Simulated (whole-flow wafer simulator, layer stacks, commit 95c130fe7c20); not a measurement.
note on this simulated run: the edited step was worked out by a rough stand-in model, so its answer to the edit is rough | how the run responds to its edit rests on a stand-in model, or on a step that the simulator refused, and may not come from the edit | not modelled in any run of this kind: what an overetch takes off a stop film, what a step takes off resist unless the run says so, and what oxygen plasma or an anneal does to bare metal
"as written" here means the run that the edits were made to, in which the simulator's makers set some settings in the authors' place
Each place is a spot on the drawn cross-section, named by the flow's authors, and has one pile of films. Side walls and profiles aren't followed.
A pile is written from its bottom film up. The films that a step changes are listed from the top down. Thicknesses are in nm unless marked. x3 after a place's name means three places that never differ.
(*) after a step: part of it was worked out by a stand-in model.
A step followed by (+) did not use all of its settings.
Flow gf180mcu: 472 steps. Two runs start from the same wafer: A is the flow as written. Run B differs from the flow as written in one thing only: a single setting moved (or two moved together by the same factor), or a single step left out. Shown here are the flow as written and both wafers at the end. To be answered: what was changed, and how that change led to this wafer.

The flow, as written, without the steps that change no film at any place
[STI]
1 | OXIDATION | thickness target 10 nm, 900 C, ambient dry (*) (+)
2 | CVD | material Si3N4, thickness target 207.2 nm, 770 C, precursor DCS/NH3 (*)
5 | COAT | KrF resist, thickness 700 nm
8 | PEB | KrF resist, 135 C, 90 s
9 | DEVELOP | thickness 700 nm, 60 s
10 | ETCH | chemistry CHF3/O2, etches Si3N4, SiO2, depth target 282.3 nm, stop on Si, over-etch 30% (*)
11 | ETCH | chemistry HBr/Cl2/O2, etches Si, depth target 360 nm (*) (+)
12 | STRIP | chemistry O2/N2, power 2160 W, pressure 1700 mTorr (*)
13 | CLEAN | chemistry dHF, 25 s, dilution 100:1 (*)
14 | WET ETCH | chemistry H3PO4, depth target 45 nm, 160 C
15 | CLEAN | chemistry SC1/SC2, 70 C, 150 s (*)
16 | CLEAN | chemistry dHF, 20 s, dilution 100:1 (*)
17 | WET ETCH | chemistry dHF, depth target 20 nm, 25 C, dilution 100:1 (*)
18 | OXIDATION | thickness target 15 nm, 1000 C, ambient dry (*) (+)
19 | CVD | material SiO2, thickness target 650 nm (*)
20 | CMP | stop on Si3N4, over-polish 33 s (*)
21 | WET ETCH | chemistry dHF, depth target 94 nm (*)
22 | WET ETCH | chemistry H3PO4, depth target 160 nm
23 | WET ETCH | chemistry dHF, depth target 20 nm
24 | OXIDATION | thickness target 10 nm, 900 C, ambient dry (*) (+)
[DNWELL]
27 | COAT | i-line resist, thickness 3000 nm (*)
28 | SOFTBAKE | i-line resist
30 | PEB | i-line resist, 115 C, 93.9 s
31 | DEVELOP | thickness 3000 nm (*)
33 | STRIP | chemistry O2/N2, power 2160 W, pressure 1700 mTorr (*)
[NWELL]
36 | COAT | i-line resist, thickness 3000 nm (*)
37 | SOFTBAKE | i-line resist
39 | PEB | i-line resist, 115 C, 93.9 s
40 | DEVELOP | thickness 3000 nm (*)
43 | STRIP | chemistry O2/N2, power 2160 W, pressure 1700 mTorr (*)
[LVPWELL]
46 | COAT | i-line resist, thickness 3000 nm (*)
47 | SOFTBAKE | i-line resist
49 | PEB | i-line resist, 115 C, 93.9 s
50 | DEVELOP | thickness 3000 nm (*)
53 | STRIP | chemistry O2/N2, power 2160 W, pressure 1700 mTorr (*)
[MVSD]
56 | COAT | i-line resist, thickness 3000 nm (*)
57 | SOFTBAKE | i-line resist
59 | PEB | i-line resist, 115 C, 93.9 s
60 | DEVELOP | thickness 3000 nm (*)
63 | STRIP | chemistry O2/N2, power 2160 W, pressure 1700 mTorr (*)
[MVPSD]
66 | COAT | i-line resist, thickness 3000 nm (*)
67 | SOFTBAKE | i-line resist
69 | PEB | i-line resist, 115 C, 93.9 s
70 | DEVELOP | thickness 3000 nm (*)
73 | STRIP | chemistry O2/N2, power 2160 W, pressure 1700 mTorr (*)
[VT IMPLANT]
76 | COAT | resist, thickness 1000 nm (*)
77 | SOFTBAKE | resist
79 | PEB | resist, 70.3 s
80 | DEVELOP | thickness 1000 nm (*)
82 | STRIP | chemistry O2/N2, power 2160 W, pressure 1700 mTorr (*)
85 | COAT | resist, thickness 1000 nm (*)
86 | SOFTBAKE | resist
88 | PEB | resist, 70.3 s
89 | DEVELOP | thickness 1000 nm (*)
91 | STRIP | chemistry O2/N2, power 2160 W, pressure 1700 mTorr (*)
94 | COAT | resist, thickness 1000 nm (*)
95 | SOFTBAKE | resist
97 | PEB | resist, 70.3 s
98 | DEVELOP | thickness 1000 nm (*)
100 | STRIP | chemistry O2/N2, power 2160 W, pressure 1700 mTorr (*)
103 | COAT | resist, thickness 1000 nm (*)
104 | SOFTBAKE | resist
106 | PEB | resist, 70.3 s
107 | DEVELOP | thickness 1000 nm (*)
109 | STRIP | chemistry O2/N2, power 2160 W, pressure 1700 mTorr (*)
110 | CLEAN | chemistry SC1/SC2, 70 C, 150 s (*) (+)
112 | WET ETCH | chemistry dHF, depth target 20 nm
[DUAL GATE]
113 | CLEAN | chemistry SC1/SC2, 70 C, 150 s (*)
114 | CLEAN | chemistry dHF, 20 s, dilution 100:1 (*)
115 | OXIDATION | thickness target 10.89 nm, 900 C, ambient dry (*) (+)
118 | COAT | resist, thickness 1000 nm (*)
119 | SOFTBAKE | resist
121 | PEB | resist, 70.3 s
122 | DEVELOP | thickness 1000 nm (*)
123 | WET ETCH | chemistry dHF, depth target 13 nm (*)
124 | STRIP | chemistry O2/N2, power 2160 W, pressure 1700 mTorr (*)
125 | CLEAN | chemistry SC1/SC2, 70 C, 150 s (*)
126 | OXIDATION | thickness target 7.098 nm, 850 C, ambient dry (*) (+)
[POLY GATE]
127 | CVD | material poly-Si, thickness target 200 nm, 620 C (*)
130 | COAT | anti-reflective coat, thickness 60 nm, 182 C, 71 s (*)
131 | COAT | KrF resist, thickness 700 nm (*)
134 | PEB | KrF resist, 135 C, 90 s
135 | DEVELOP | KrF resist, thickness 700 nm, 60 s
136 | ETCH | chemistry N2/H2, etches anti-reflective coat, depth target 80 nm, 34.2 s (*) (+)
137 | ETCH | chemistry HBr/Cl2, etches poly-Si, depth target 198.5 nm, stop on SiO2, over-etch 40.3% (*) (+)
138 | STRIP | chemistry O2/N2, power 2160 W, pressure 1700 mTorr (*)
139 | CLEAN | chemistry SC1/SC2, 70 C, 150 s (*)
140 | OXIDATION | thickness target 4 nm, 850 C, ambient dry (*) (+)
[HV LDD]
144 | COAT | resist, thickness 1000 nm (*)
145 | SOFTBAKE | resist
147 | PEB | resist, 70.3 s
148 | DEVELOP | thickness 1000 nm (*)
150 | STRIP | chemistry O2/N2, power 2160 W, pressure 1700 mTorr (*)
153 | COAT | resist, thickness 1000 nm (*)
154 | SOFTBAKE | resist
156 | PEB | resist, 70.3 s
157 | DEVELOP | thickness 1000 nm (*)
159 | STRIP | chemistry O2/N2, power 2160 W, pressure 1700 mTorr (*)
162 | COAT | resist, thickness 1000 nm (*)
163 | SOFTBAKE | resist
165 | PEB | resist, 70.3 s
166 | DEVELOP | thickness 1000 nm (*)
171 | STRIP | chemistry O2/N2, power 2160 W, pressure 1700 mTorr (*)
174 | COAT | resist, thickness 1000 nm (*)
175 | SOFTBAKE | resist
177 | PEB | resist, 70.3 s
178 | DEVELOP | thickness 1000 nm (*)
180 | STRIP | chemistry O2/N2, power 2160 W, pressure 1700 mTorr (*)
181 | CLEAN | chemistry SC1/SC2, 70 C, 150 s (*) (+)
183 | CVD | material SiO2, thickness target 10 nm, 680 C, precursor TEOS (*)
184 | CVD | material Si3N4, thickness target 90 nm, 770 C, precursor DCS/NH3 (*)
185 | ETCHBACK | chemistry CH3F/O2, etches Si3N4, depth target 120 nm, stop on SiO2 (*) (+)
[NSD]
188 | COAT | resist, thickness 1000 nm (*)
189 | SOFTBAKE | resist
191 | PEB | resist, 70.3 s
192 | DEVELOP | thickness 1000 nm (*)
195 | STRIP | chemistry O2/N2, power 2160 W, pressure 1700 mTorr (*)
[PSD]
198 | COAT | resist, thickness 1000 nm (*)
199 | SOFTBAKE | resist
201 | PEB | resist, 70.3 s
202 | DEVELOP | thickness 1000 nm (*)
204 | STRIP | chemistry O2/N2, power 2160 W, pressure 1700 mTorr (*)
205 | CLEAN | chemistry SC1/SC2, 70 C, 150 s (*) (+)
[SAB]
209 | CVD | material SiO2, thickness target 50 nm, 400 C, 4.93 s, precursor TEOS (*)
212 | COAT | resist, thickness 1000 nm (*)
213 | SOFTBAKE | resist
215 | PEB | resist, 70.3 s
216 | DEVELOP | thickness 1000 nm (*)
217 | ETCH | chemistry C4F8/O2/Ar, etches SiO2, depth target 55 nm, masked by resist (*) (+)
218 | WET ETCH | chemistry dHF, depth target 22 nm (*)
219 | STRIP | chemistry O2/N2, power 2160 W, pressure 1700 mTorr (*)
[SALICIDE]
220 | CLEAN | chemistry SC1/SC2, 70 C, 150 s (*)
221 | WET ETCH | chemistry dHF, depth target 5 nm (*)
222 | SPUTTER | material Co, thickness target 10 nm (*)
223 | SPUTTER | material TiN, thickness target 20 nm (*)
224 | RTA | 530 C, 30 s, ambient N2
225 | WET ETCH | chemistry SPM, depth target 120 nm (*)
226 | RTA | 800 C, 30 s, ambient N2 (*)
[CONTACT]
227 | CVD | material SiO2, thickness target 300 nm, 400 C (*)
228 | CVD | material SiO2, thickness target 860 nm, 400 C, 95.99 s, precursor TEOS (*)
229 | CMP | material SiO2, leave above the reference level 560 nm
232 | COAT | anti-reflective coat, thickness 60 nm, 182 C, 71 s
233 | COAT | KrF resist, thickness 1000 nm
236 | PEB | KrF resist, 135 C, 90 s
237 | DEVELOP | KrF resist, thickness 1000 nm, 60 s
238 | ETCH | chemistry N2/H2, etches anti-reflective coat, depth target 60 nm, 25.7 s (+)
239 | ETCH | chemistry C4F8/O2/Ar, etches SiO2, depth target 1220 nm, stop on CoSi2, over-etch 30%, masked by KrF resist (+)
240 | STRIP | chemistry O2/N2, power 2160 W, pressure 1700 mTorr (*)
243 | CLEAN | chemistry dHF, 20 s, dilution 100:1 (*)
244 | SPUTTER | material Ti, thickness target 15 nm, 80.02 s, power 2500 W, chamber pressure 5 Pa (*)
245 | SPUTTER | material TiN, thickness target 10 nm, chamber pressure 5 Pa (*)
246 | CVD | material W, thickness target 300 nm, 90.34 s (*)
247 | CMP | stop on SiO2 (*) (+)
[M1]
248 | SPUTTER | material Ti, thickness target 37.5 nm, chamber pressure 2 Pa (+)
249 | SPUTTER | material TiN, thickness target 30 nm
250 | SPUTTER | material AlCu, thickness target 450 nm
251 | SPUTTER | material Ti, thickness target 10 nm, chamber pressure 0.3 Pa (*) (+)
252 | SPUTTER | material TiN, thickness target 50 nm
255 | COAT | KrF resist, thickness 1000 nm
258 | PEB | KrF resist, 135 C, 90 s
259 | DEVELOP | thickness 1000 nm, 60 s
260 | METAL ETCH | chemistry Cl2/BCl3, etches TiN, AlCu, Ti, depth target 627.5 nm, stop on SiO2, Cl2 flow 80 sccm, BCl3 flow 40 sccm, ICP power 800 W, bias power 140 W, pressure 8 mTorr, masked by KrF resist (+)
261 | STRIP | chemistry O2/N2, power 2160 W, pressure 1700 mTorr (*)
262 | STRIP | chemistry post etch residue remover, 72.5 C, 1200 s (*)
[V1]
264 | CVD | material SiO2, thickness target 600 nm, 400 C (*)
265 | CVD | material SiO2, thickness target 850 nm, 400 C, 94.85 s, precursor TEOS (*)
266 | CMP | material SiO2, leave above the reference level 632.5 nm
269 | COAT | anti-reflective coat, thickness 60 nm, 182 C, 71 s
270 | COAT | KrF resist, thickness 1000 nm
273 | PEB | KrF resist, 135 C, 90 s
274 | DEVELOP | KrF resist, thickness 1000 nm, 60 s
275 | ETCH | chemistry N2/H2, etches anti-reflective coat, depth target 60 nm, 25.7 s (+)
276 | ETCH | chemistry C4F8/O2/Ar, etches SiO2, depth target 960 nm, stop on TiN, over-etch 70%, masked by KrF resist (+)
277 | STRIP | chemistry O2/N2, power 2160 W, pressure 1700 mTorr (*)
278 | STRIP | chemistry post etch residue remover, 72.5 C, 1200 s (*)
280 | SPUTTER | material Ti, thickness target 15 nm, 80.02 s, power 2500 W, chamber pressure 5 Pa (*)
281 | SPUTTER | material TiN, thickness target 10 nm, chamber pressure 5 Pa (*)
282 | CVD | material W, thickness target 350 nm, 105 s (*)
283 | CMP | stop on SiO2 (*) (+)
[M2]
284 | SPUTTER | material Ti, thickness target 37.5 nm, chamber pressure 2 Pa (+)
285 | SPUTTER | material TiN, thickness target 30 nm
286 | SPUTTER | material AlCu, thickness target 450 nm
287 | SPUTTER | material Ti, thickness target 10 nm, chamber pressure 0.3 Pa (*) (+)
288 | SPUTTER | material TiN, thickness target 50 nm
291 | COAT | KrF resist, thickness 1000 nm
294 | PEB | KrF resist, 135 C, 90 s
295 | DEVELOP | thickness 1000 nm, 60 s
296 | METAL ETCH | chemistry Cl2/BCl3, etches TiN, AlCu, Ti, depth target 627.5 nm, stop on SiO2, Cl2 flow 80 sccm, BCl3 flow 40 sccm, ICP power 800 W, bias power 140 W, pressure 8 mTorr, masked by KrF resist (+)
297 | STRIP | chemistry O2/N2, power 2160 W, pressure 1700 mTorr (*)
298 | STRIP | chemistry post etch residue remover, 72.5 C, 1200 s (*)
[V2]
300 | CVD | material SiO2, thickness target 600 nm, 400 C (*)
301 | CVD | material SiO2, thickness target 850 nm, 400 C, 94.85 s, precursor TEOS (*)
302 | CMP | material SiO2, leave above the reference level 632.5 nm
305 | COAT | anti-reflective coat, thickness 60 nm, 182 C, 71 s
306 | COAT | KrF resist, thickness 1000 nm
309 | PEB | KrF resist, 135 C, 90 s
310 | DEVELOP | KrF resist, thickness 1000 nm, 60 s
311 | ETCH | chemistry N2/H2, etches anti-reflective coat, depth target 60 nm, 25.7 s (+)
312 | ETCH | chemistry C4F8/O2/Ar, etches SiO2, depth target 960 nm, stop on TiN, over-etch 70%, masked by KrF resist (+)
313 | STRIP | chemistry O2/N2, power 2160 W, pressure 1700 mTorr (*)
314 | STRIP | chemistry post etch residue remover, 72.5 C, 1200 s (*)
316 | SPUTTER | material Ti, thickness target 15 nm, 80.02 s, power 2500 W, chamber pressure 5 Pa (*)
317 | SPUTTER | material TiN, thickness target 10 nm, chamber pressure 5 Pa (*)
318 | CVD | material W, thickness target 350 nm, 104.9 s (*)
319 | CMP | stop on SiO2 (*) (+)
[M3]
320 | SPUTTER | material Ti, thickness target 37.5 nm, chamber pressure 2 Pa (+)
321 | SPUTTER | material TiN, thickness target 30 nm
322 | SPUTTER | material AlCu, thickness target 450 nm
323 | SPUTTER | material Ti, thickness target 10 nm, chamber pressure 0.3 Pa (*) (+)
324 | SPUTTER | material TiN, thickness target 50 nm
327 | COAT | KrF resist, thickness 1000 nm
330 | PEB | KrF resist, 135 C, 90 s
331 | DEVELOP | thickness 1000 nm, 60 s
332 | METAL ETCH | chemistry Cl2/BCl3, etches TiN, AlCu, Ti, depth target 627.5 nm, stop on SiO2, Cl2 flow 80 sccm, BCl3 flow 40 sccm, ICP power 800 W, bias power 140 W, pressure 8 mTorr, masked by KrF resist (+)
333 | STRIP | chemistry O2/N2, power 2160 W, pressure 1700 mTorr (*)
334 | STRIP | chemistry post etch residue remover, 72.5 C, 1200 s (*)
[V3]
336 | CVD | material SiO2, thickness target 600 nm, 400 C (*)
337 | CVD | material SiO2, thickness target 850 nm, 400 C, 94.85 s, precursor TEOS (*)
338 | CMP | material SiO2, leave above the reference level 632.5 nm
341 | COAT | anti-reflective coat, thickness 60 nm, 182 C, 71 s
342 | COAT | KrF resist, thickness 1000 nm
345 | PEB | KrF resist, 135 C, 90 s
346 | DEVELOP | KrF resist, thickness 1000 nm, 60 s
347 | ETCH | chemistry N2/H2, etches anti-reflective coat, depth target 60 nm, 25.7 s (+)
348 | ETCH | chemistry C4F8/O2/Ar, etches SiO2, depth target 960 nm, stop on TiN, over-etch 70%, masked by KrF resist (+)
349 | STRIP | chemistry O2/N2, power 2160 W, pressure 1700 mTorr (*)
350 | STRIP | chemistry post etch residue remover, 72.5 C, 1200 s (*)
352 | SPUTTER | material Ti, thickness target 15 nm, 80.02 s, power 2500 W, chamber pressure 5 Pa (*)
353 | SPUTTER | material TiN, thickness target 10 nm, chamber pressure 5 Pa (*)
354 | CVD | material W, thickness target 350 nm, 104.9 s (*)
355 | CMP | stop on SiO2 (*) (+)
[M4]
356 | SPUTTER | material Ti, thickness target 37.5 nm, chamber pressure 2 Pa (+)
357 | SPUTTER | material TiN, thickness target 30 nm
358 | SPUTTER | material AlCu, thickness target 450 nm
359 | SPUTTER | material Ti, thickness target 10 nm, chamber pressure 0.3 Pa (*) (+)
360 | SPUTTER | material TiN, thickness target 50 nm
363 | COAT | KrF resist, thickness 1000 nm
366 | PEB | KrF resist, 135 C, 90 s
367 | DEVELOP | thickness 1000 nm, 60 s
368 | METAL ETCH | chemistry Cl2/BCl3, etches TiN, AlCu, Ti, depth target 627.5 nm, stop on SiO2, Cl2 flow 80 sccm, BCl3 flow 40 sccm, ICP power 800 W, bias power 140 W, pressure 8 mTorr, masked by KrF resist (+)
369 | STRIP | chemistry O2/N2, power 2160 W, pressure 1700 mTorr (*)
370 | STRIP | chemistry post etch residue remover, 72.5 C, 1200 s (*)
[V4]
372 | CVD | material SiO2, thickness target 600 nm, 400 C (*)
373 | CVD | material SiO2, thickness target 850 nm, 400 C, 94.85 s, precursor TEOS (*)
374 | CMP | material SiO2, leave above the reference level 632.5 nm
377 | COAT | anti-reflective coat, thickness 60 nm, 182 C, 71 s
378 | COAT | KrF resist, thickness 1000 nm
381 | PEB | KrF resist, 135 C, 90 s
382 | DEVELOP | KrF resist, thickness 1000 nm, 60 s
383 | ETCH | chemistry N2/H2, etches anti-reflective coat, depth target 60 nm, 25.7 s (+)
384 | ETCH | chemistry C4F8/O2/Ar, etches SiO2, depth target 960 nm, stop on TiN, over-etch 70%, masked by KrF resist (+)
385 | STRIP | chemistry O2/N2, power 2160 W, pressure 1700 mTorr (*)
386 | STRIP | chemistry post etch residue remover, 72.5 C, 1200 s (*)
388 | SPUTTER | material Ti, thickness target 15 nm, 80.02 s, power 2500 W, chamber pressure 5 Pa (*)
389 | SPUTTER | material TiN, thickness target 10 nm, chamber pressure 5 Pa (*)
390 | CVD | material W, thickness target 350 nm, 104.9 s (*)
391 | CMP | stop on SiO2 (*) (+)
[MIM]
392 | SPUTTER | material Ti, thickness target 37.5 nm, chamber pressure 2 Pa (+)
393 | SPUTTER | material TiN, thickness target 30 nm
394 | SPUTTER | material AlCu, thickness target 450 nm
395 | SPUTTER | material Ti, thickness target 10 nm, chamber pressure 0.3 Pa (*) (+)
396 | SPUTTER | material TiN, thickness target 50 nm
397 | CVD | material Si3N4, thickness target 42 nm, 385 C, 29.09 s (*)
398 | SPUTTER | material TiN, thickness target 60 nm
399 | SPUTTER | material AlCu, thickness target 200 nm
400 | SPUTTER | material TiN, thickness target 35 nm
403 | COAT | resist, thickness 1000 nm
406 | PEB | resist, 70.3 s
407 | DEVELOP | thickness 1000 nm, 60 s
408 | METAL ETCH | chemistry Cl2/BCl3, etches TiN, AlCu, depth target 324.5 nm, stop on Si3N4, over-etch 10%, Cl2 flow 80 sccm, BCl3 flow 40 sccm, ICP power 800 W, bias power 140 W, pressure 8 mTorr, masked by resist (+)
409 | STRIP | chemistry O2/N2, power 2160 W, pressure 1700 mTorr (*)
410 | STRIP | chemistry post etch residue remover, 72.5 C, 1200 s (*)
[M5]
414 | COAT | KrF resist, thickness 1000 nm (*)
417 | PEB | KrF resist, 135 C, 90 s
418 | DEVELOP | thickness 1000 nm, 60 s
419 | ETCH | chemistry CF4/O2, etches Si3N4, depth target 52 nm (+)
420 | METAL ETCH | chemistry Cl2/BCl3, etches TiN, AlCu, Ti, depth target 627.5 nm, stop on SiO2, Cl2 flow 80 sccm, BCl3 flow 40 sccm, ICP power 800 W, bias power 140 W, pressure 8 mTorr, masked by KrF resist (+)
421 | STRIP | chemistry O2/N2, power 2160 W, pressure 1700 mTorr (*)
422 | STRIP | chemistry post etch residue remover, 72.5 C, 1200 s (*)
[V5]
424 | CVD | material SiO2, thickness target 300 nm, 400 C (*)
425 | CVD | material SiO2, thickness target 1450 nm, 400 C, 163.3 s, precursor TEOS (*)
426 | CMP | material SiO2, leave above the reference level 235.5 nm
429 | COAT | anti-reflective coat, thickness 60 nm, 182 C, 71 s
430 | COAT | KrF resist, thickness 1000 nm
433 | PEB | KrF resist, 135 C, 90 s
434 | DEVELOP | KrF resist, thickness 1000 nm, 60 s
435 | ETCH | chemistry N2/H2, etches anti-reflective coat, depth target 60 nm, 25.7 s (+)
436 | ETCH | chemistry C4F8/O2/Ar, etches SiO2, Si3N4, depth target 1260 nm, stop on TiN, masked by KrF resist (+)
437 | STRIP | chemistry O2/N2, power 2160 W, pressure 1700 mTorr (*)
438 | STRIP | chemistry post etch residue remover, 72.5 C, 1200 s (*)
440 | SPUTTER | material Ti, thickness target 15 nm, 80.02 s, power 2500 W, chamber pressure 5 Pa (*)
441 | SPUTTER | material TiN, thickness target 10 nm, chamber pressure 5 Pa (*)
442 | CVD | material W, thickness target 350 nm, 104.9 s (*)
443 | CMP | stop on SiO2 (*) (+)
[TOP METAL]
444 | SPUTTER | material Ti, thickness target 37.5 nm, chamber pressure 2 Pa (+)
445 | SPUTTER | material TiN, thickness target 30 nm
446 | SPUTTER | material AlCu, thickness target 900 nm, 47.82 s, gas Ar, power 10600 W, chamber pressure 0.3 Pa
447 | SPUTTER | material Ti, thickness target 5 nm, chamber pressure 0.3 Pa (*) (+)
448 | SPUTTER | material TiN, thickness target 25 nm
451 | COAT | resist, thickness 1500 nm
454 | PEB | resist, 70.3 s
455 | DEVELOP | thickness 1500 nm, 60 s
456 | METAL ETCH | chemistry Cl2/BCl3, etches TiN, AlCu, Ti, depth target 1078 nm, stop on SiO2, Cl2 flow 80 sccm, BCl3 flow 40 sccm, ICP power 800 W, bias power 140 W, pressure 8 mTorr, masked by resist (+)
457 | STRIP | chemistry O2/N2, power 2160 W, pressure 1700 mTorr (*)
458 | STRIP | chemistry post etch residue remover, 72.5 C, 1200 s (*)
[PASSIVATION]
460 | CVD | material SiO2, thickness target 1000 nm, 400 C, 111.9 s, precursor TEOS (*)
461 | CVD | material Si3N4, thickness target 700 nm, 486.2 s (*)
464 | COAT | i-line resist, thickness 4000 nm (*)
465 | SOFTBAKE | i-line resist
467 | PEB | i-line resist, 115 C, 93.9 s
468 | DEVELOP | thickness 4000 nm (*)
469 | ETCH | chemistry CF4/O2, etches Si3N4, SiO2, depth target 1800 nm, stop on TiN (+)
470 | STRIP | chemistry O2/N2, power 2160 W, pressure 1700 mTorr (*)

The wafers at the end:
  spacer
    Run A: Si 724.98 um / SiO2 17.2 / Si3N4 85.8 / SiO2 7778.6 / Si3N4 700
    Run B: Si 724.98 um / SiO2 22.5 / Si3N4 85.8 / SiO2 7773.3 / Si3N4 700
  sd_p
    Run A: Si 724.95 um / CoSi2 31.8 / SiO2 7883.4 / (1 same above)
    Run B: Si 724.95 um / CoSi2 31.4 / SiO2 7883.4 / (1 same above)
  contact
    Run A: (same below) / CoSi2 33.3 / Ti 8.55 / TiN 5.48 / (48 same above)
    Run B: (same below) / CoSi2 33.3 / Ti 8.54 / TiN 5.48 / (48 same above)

The reason: step 183, CVD: thickness target 15.3 nm was run, though the flow has thickness target 10 nm.

How this came from the change, step by step:
  183 | CVD | material SiO2, thickness target 10 nm, 680 C, precursor TEOS (*)
      field, field__w1, field__w2 and 99 more: A +10 SiO2 | B +15.3 SiO2
      ld_drift_p: A +9.87 SiO2 | B +15.1 SiO2
      (as well as at 1 more place)
  189 | SOFTBAKE | resist
      field__w9: A +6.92 resist | B -3.06 resist
      field_sub__w1: A +7.47 resist | B +9.76 resist
  199 | SOFTBAKE | resist
      field__w9: A +6.92 resist | B -3.06 resist
      field_sub__w1: A +7.47 resist | B +9.76 resist
  218 | WET ETCH | chemistry dHF, depth target 22 nm (*)
      gate, gate_hv, gate_p and 23 more: A -5.48 SiO2 (all of it) | B -10.8 SiO2 (all of it)
      field, field__w10, sti and 14 more: A -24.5 SiO2 | B -25.3 SiO2
      (as well as at 55 more places)
  229 | CMP | material SiO2, leave above the reference level 560 nm
      field__w2: A -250 SiO2 | B -255.6 SiO2
      field__w3: A -232.3 SiO2 | B -237.8 SiO2
      (as well as at 3 more places)
